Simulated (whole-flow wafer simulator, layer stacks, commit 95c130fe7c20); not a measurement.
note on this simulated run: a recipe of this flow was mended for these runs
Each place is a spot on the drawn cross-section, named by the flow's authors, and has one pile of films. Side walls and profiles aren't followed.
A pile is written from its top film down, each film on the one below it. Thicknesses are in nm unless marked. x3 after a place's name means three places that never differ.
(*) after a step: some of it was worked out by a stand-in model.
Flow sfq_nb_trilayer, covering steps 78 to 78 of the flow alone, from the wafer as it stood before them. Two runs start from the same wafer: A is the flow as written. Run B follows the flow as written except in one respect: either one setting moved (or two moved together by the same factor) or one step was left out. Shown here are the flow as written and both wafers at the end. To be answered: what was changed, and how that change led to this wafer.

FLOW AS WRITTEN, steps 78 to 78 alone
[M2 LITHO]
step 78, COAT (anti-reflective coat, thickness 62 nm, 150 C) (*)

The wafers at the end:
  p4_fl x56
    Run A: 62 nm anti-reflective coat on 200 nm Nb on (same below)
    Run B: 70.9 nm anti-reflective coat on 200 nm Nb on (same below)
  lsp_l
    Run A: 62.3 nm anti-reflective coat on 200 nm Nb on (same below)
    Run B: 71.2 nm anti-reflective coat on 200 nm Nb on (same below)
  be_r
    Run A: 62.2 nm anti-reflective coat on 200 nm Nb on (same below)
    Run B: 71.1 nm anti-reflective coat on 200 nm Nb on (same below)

Cause: step 78, COAT: thickness 70.9 nm was run, though the flow has thickness 62 nm.
The wafer lets one read it off: p4_fl x56 has anti-reflective coat 70.9, and step 78 as written asks for 62 nm.

Step by step, how the change led to this:
  step 78, COAT (anti-reflective coat, thickness 62 nm, 150 C) (*)
      p4_fl x56, wl_j_sl x16, l0r_line_l x3, m0r_space_l x2: A +62 anti-reflective coat (new film) | B +70.9 anti-reflective coat (new film)
      lsp_l, ln_m5, lsp_m, ln_m6, lsp_r, l0_sur, l0v: A +62.3 anti-reflective coat (new film) | B +71.2 anti-reflective coat (new film)
      (and at 22 other places as well)
